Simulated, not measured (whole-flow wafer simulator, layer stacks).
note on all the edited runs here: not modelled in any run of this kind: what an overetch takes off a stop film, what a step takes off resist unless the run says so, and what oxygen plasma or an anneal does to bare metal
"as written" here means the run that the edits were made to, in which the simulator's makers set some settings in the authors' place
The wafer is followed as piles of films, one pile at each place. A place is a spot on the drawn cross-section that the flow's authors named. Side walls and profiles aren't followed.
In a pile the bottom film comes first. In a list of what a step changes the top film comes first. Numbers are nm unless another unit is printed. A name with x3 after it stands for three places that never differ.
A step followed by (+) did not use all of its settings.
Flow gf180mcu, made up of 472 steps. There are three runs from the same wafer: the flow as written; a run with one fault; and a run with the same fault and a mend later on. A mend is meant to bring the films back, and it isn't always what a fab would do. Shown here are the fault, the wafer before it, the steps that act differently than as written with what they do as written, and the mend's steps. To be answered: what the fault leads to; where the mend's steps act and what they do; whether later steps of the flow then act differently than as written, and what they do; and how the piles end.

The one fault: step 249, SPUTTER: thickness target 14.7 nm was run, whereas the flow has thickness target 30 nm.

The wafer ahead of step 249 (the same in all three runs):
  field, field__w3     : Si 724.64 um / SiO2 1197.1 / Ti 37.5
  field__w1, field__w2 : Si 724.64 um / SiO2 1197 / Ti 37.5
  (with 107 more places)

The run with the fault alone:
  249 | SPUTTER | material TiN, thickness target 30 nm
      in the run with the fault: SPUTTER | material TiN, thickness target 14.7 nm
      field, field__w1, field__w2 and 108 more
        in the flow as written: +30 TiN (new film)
        in the run with the fault: +14.7 TiN (new film)
  Steps further on in the flow that do not act as written:
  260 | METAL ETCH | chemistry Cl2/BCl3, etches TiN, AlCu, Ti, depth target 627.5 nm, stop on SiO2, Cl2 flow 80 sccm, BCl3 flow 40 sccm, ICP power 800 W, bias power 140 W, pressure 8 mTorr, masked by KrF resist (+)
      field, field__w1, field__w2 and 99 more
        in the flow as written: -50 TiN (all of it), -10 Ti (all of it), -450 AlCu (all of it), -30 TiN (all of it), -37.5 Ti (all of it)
        in the run with the fault: -50 TiN (all of it), -10 Ti (all of it), -450 AlCu (all of it), -14.7 TiN (all of it), -37.5 Ti (all of it)
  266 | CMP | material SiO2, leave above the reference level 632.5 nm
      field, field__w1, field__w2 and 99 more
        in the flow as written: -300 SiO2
        in the run with the fault: -315.3 SiO2
  At field__w8, contact, m1 and 6 more, the piles at the end differ from the flow's by more than 2% or 0.5 nm, whichever is larger.
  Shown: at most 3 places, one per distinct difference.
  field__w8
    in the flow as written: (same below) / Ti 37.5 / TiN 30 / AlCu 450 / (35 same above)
    in the run with the fault: (same below) / Ti 37.5 / TiN 14.7 / AlCu 450 / (35 same above)
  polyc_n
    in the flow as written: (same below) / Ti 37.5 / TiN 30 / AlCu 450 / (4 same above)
    in the run with the fault: (same below) / Ti 37.5 / TiN 14.7 / AlCu 450 / (4 same above)
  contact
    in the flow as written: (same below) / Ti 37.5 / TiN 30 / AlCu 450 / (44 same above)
    in the run with the fault: (same below) / Ti 37.5 / TiN 14.7 / AlCu 450 / (44 same above)

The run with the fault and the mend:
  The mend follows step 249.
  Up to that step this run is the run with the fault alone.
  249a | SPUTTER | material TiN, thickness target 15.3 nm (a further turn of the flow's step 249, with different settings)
      field, field__w1, field__w2 and 108 more
        +15.3 TiN
  Later steps of the flow that are run all act as written at every place that is followed.
  The piles end the same as the flow's at every place that both follow.
